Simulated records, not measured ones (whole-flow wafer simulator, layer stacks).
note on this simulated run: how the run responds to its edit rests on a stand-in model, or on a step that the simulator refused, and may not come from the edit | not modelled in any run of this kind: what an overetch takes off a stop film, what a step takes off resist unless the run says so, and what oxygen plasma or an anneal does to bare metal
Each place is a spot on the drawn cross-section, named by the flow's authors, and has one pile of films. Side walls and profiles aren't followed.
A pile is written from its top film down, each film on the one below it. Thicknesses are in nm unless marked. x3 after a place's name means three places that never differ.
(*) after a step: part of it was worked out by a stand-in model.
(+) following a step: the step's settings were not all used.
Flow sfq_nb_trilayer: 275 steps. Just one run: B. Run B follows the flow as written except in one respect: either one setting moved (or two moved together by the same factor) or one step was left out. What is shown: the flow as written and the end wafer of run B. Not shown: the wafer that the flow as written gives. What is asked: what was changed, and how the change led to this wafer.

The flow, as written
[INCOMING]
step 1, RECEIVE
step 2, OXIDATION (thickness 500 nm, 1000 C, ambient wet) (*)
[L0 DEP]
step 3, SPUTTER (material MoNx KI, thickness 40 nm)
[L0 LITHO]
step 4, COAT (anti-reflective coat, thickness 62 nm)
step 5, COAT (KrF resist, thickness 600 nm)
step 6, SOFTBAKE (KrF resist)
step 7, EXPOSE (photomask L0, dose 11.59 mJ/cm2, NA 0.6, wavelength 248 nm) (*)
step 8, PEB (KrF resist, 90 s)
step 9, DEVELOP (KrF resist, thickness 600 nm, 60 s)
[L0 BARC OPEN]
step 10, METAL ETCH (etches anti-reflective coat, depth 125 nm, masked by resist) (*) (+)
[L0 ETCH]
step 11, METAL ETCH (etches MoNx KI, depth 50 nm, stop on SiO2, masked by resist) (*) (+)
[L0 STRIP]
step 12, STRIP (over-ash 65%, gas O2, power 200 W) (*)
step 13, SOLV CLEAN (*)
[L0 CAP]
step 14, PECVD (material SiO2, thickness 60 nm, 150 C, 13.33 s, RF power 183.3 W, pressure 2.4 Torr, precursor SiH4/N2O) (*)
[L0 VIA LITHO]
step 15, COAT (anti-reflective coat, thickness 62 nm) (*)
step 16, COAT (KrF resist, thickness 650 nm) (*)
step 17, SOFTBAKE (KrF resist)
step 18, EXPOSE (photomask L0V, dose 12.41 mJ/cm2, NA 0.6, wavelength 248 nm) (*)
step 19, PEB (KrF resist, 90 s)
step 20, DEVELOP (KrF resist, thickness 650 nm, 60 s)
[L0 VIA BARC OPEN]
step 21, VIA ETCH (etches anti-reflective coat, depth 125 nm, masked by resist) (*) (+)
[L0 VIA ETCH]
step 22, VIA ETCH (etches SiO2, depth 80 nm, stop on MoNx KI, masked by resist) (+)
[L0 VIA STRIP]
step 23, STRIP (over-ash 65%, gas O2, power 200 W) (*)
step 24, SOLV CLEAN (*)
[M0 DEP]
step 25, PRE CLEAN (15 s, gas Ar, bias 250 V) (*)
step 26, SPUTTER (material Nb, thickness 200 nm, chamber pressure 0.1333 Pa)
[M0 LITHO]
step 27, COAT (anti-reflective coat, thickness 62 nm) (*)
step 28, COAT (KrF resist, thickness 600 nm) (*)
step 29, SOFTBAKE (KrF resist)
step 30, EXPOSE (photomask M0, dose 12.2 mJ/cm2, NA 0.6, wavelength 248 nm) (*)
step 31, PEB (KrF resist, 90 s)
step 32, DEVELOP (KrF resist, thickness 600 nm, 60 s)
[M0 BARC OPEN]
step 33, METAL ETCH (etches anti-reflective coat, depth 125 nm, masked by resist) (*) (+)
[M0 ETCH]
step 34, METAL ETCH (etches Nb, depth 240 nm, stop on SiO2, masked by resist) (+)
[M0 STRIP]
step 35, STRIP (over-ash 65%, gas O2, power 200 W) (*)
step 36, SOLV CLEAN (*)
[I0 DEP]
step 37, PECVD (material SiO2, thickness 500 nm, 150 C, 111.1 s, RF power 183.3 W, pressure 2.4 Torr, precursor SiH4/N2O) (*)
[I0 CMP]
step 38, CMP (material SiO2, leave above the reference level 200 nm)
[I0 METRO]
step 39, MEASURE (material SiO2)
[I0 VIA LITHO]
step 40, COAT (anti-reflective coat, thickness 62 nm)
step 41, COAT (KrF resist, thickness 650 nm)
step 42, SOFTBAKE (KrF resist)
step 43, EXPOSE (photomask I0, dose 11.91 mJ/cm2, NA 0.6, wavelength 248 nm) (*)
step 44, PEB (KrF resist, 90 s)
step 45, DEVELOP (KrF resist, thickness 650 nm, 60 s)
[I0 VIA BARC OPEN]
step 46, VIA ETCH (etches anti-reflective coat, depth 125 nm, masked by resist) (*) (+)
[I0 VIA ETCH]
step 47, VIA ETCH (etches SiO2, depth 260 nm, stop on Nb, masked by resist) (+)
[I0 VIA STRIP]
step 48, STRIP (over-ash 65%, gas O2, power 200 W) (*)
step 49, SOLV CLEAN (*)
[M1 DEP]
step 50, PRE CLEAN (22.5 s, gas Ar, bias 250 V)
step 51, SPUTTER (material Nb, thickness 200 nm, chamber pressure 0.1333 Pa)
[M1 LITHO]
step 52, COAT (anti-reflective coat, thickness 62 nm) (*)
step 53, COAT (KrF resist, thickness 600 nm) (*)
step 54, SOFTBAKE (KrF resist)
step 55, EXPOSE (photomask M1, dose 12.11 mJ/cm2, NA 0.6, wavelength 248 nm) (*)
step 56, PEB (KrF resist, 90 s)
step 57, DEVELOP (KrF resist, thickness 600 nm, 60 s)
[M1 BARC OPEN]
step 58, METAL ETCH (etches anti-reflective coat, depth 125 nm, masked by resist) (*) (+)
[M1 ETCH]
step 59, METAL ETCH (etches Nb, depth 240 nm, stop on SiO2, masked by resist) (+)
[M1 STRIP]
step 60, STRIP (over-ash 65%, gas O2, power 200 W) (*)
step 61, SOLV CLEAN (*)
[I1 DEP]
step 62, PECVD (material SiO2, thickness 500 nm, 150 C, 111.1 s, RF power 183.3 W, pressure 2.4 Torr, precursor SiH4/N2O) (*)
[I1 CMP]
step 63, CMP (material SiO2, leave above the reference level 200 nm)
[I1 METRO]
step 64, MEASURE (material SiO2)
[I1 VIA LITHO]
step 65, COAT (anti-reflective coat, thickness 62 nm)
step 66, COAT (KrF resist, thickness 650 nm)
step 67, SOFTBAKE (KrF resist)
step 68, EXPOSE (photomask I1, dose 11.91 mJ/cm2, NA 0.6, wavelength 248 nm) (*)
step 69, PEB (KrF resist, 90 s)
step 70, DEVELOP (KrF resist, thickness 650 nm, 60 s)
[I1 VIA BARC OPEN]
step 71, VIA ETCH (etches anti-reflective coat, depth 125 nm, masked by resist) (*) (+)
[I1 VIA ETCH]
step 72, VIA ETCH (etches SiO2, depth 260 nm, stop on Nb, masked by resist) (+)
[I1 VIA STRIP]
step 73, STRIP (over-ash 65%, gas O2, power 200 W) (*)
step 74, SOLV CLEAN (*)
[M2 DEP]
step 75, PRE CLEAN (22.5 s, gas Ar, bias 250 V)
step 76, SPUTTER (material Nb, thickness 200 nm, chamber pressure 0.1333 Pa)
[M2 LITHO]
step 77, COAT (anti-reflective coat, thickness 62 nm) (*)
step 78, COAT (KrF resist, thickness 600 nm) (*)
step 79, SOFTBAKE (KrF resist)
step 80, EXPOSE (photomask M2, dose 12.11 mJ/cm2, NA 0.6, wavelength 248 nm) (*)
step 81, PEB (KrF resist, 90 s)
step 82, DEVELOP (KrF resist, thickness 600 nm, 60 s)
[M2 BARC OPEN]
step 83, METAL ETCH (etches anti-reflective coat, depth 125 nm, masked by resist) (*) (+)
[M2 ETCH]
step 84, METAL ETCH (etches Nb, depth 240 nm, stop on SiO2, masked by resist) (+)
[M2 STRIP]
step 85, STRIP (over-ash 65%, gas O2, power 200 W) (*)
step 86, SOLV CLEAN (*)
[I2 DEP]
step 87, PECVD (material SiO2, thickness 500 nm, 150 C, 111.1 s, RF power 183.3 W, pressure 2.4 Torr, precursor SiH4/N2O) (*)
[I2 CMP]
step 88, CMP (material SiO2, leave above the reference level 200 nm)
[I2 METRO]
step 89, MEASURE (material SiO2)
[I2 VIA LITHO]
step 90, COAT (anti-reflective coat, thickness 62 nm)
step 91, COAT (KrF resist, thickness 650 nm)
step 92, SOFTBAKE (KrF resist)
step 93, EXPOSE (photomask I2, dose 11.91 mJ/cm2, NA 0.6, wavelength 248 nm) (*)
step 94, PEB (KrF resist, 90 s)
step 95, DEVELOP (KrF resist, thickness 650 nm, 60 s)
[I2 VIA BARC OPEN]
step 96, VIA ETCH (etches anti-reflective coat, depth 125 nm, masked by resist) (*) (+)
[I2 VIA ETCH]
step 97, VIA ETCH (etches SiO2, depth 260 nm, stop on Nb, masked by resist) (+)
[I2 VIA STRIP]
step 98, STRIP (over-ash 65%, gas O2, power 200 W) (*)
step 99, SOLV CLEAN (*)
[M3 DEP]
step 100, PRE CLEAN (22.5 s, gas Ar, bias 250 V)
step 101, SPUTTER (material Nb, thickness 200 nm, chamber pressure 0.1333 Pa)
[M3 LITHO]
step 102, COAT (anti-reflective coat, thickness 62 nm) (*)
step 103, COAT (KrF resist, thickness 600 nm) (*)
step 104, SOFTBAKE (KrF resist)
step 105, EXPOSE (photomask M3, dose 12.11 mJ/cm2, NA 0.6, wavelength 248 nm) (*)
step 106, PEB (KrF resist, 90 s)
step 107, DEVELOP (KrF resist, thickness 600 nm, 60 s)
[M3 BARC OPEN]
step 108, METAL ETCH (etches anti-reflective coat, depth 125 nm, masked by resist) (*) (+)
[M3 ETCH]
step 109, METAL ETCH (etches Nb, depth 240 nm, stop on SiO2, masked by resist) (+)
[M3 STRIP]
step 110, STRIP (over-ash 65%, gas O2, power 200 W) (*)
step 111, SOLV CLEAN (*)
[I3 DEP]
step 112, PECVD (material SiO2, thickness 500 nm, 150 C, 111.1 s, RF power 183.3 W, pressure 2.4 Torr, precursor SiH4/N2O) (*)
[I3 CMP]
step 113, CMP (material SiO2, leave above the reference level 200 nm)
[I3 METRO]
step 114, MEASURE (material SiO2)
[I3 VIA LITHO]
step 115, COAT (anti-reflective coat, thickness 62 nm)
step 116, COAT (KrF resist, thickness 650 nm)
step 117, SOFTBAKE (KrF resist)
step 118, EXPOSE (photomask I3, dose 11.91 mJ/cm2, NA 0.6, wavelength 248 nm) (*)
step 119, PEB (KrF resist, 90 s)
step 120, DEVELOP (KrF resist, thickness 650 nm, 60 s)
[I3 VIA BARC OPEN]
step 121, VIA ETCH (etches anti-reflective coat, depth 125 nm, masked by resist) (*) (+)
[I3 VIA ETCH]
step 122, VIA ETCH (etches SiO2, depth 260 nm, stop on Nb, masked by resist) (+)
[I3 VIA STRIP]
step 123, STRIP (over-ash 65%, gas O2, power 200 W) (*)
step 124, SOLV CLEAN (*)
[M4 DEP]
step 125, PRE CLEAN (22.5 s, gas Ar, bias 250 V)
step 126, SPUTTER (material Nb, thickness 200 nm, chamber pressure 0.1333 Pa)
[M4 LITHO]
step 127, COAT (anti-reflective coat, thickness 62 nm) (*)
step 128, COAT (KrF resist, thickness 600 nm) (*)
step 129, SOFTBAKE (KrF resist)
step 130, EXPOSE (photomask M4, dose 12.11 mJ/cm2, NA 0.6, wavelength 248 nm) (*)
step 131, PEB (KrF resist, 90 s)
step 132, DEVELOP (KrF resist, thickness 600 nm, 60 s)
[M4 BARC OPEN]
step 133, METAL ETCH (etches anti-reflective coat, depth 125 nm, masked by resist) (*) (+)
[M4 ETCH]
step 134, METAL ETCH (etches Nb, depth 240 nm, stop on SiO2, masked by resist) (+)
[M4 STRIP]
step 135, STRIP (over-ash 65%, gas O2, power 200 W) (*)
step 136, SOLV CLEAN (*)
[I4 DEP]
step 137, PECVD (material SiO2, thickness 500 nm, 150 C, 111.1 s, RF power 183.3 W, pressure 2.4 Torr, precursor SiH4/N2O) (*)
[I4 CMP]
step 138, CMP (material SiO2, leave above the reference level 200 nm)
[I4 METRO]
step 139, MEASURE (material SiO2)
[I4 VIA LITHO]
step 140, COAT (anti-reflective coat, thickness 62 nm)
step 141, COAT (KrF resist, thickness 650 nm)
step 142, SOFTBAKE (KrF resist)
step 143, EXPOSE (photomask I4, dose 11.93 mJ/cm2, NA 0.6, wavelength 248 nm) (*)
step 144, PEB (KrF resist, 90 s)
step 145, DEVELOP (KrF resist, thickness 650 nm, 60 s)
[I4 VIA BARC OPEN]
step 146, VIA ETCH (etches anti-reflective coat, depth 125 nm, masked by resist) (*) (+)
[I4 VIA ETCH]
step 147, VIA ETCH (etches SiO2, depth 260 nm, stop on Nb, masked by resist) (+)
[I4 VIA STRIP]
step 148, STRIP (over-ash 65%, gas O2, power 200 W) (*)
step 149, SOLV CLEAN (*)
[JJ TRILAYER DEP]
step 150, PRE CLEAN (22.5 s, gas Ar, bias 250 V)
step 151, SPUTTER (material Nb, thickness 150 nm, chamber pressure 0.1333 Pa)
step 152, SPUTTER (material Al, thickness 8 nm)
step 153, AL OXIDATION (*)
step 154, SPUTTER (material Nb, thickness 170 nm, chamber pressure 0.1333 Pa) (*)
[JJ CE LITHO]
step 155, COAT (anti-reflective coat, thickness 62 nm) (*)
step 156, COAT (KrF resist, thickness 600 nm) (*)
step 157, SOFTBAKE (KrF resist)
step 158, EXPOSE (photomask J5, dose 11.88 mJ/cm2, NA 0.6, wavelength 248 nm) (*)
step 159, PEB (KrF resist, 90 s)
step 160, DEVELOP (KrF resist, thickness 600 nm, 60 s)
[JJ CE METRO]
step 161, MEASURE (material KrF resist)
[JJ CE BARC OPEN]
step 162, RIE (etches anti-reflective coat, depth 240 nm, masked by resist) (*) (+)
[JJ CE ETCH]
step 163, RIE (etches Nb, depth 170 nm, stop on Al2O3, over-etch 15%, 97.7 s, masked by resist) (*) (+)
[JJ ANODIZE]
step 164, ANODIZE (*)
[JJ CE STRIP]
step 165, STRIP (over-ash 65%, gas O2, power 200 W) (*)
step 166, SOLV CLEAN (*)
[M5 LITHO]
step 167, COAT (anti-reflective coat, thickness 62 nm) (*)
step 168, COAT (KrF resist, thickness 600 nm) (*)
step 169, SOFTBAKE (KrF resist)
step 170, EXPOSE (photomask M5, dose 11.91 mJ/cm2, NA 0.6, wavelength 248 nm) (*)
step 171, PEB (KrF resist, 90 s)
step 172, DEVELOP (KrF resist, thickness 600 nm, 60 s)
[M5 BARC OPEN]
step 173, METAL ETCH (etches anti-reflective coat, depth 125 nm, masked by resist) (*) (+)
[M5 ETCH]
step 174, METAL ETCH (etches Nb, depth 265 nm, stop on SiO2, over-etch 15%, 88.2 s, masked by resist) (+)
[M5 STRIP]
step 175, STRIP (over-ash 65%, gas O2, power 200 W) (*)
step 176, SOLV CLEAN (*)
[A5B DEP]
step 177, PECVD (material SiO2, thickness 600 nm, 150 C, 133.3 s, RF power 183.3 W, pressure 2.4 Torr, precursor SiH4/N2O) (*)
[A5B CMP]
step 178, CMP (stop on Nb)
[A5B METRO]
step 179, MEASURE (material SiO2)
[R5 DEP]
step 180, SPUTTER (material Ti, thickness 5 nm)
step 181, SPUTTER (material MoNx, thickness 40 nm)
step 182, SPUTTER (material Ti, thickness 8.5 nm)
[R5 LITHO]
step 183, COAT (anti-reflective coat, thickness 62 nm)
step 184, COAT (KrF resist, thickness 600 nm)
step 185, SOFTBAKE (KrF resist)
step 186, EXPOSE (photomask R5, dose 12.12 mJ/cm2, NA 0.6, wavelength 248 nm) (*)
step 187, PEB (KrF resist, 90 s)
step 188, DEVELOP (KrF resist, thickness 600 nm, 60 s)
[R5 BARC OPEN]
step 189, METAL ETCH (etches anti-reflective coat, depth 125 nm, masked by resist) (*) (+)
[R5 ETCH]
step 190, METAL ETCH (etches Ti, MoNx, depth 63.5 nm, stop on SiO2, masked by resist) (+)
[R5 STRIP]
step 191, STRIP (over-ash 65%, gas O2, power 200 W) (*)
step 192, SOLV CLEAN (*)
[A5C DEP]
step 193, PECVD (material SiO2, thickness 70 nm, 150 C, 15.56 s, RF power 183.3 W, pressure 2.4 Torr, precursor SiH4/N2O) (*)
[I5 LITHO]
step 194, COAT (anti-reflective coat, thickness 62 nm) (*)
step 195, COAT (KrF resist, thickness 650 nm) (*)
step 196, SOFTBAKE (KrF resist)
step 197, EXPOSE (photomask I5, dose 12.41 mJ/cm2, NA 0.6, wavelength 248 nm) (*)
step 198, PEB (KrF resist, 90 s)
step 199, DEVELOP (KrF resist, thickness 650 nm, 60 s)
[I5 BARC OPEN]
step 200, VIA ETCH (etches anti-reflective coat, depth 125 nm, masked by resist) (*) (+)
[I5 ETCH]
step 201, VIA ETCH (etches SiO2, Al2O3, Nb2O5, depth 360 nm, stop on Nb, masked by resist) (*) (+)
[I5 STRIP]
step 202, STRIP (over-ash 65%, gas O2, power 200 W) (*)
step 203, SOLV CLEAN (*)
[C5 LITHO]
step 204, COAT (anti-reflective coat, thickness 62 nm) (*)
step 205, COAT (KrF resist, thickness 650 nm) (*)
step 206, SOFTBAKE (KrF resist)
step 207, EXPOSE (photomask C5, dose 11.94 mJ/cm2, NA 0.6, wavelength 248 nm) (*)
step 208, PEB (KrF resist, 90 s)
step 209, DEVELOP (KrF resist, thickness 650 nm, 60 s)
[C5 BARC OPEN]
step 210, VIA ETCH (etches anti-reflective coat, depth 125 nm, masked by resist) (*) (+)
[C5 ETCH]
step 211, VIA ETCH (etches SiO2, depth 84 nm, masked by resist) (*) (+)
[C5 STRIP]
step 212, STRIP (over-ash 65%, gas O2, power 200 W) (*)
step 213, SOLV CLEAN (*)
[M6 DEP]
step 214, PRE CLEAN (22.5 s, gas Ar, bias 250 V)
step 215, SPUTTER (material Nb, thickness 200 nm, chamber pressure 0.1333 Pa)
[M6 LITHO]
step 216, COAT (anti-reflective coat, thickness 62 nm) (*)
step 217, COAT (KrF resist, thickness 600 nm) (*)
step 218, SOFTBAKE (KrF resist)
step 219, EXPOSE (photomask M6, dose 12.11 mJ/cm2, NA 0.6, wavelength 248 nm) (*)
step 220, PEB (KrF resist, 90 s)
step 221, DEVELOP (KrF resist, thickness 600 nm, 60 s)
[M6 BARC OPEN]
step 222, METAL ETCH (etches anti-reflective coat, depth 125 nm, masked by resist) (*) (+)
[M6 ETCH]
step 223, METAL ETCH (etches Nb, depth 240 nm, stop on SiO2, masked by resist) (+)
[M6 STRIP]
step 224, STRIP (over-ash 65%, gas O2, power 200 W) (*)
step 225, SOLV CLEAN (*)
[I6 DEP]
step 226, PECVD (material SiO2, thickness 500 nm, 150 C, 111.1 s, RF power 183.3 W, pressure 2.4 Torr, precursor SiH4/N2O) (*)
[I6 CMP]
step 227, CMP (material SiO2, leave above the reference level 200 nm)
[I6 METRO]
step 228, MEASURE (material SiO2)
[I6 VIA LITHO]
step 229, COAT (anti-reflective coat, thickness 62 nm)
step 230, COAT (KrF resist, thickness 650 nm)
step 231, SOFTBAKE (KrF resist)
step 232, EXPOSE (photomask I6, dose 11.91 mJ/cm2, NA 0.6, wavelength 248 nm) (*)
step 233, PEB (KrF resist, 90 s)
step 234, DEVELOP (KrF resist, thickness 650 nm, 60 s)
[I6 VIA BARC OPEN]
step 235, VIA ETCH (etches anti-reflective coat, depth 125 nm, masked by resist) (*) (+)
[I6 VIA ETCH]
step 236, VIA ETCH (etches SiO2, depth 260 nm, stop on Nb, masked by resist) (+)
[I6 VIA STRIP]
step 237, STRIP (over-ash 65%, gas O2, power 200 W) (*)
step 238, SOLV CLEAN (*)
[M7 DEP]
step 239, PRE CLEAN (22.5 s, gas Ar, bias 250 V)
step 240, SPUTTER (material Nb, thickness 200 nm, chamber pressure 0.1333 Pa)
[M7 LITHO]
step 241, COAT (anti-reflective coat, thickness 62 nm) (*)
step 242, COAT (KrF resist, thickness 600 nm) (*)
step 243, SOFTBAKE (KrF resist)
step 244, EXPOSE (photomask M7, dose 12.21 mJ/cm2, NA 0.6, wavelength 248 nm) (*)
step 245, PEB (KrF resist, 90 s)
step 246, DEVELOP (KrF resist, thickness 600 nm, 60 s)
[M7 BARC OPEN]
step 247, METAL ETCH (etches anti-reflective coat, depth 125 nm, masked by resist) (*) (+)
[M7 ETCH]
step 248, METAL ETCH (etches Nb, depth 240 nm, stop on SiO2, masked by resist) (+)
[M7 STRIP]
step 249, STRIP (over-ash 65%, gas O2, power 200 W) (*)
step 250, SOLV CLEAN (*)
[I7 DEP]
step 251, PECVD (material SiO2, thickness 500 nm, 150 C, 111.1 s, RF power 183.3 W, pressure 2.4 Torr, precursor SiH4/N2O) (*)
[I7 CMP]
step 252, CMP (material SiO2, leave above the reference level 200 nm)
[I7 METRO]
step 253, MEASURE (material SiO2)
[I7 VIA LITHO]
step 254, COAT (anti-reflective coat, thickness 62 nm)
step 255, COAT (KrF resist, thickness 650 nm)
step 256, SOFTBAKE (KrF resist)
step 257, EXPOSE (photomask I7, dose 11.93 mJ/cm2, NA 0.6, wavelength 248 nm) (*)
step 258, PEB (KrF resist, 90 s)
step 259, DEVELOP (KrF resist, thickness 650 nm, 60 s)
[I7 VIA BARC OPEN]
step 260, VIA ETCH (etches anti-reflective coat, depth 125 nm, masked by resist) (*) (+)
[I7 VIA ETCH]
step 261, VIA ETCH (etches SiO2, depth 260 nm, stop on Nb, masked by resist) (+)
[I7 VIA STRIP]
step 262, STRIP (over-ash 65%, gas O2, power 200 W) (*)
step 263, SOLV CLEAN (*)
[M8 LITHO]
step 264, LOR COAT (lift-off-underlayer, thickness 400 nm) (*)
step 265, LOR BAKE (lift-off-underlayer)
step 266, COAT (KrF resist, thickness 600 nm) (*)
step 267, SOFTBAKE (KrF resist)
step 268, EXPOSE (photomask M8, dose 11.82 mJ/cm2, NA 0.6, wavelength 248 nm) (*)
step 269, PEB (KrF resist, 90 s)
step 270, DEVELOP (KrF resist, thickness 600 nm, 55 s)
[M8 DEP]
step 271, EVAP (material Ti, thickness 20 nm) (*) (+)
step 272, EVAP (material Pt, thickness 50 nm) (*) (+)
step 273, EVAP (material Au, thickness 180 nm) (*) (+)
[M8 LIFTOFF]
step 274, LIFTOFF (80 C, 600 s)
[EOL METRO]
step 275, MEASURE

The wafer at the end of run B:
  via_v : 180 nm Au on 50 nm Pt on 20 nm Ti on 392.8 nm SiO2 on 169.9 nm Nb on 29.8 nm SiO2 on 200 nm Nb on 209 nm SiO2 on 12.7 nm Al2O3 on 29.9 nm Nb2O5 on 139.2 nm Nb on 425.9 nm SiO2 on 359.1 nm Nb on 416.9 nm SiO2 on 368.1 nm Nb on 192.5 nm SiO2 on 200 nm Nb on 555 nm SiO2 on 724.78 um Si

Cause: step 236, VIA ETCH: depth 162.5 nm was run, though the flow has depth 260 nm.

How this came from the change, step by step:
  step 236, VIA ETCH (etches SiO2, depth 260 nm, stop on Nb, masked by resist) (+)
      via_v: SiO2 loses 162.5 (it would be, as written: SiO2 loses 199.8 (all of it))
      field_l, v_sur, via_wl and 102 more: KrF resist loses 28 (it would be, as written: KrF resist loses 44.8)
  step 237, STRIP (over-ash 65%, gas O2, power 200 W) (*)
      field_l, v_sur, via_wl and 102 more: KrF resist loses 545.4 (all of it), anti-reflective coat loses 62 (all of it) (it would be, as written: KrF resist loses 528.6 (all of it), anti-reflective coat loses 62 (all of it))
  step 239, PRE CLEAN (22.5 s, gas Ar, bias 250 V)
      via_v: SiO2 loses 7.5 (it would be, as written: Nb loses 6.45)
  step 240, SPUTTER (material Nb, thickness 200 nm, chamber pressure 0.1333 Pa)
      via_v: Nb gains 169.9 (new film) (it would be, as written: Nb gains 161.1)
  step 241, COAT (anti-reflective coat, thickness 62 nm) (*)
      via_v: anti-reflective coat gains 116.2 (new film) (it would be, as written: anti-reflective coat gains 126 (new film))
  step 242, COAT (KrF resist, thickness 600 nm) (*)
      via_v: KrF resist gains 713 (new film) (it would be, as written: KrF resist gains 742.5 (new film))
  step 249, STRIP (over-ash 65%, gas O2, power 200 W) (*)
      via_v: KrF resist loses 495.1 (all of it), anti-reflective coat loses 116.2 (all of it) (it would be, as written: KrF resist loses 524.5 (all of it), anti-reflective coat loses 126 (all of it))
  step 251, PECVD (material SiO2, thickness 500 nm, 150 C, 111.1 s, RF power 183.3 W, pressure 2.4 Torr, precursor SiH4/N2O) (*)
      via_v: SiO2 gains 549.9 (new film) (it would be, as written: SiO2 gains 621 (new film))
  step 252, CMP (material SiO2, leave above the reference level 200 nm)
      via_v: SiO2 loses 157.1 (it would be, as written: SiO2 loses 183.1)
With metal films that touch counted as one body, via_v has 7 bodies (between them, from the top down: SiO2 392.8; SiO2 29.8; SiO2 209 / Al2O3 12.7 / Nb2O5 29.9; SiO2 425.9; SiO2 416.9; SiO2 192.5); the flow as written gives 6 bodies (between them, from the top down: SiO2 437.8; SiO2 209 / Al2O3 12.7 / Nb2O5 29.9; SiO2 425.9; SiO2 416.9; SiO2 192.5).
